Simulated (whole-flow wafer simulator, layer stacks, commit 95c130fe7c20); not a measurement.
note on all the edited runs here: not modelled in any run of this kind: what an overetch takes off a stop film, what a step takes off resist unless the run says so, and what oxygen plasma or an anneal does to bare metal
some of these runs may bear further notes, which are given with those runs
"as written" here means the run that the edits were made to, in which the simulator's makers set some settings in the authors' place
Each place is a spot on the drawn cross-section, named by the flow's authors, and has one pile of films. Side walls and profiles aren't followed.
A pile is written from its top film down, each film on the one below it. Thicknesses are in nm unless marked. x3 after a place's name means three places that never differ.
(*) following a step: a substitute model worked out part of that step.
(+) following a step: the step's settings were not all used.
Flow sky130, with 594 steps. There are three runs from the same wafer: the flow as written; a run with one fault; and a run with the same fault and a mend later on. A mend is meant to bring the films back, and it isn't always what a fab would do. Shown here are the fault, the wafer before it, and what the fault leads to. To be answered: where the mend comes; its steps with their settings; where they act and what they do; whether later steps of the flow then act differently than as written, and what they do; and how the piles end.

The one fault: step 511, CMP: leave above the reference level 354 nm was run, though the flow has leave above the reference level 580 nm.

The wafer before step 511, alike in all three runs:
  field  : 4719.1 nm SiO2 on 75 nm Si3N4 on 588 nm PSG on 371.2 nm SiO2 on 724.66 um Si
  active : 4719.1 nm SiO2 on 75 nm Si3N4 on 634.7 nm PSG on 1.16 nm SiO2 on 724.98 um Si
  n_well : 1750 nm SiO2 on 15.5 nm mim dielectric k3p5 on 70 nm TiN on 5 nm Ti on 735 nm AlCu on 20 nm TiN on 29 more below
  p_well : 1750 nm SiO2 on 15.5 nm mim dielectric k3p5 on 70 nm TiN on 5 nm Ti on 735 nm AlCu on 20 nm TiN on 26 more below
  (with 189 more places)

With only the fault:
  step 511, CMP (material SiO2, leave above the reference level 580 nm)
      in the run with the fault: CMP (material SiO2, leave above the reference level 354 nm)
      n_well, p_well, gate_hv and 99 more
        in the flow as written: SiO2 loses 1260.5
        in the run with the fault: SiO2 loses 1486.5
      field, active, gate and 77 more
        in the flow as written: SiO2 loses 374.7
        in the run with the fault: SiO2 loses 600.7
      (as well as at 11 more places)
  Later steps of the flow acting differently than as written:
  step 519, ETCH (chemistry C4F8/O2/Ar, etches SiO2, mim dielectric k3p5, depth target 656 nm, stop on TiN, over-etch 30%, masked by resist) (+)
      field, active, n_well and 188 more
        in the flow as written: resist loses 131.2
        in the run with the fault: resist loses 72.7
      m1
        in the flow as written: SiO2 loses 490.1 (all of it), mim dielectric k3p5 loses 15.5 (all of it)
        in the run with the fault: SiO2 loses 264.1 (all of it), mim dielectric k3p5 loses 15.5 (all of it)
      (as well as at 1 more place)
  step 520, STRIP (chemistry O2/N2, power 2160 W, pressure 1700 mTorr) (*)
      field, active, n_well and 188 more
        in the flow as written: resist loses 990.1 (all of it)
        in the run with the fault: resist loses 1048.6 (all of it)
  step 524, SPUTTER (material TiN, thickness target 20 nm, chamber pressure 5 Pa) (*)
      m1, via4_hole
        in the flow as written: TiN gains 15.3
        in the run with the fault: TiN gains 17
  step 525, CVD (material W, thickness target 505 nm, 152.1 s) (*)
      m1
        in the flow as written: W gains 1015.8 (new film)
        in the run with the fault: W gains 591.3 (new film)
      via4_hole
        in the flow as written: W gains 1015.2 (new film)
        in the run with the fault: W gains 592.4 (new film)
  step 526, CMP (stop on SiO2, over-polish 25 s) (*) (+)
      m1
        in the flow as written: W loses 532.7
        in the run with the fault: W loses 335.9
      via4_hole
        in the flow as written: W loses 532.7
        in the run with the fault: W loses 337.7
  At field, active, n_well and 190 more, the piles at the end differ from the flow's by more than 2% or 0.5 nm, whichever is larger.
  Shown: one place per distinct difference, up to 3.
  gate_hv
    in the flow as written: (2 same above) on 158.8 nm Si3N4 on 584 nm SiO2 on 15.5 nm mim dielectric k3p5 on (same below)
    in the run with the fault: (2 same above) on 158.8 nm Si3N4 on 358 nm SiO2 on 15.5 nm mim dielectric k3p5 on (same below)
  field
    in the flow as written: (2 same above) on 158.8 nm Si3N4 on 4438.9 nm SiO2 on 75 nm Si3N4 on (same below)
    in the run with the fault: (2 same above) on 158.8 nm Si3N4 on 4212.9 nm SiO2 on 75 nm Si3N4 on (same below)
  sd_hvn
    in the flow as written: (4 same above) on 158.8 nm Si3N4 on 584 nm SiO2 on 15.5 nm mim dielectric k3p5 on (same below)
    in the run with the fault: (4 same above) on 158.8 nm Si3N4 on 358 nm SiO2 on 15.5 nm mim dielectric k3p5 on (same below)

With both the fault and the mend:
  After step 518 comes the mend.
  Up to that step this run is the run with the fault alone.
  step 518a, STRIP (chemistry O2/N2, power 2160 W, pressure 1700 mTorr) (*)
      field, active, n_well and 188 more
        resist loses 1121.3 (all of it)
  step 518b, HDPCVD (thickness target 226 nm) (*) (the flow's step 510 again, with other settings)
      field, active, n_well and 190 more
        SiO2 gains 226
  step 518c, HMDS (120 C, 60 s) (the flow's step 513 again)
      does not change any film at any place that is followed
  step 518d, COAT (resist, thickness 1140 nm) (the flow's step 514 again)
      field, active, n_well and 190 more
        resist gains 1140 (new film)
  step 518e, SOFTBAKE (resist) (the flow's step 515 again)
      does not change any film at any place that is followed
  step 518f, EXPOSE (photomask VIM4, dose 133.8 mJ/cm2, NA 0.6, wavelength 365 nm) (*) (the flow's step 516 again)
      does not change any film at any place that is followed
  step 518g, PEB (resist, 70.3 s) (the flow's step 517 again)
      field, active, n_well and 190 more
        resist loses 18.7
  step 518h, DEVELOP (resist, thickness 1140 nm, developer TMAH-0.26N, 60 s) (the flow's step 518 again)
      m1, via4_hole
        resist loses 1121.3 (all of it)
  Later steps of the flow that are run all act as written at every place that is followed.
  The piles end the same as the flow's at every place that both follow.
